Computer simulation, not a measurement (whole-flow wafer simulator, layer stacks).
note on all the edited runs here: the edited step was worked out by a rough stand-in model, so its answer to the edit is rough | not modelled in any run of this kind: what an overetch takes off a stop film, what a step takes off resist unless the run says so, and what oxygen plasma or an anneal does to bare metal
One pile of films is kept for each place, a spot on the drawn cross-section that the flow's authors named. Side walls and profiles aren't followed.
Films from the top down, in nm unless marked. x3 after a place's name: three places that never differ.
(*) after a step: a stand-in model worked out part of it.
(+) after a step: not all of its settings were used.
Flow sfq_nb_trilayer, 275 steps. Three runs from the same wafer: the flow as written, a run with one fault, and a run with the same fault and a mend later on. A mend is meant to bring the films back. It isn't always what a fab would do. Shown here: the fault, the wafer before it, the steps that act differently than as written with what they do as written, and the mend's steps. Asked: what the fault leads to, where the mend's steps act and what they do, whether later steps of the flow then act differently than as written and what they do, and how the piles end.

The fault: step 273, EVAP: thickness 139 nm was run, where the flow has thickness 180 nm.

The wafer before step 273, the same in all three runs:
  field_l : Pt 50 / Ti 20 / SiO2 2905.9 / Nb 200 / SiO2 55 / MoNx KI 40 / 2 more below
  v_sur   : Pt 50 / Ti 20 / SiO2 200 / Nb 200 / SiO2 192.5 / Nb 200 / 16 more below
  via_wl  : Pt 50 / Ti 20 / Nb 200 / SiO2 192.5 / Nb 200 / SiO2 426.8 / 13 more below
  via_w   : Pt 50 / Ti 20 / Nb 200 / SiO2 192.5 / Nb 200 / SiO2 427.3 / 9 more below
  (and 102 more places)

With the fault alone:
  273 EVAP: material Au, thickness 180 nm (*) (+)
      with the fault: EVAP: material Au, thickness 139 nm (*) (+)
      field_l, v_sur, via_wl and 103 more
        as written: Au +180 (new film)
        with the fault: Au +139 (new film)
  Later steps of the flow that act differently than as written:
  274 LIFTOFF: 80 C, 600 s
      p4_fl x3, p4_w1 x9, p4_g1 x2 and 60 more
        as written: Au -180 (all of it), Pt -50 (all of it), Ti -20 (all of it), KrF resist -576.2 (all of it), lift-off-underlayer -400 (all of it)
        with the fault: Au -139 (all of it), Pt -50 (all of it), Ti -20 (all of it), KrF resist -576.2 (all of it), lift-off-underlayer -400 (all of it)
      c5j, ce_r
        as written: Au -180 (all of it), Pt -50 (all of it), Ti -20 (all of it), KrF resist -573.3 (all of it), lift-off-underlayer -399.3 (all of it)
        with the fault: Au -139 (all of it), Pt -50 (all of it), Ti -20 (all of it), KrF resist -573.3 (all of it), lift-off-underlayer -399.3 (all of it)
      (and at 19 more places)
  At the end the piles differ from the flow's by more than 2% or 0.5 nm, whichever is larger, at field_l, v_sur, via_wl and 8 more.
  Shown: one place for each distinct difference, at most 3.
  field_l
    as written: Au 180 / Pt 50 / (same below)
    with the fault: Au 139 / Pt 50 / (same below)

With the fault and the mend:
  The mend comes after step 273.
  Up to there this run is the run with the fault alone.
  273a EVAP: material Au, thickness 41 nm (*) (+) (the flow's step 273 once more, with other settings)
      field_l, v_sur, via_wl and 103 more
        Au +41
  No later step of the flow acts differently than as written at any place that is followed.
  At the end the piles are the same as the flow's at every place that both follow.
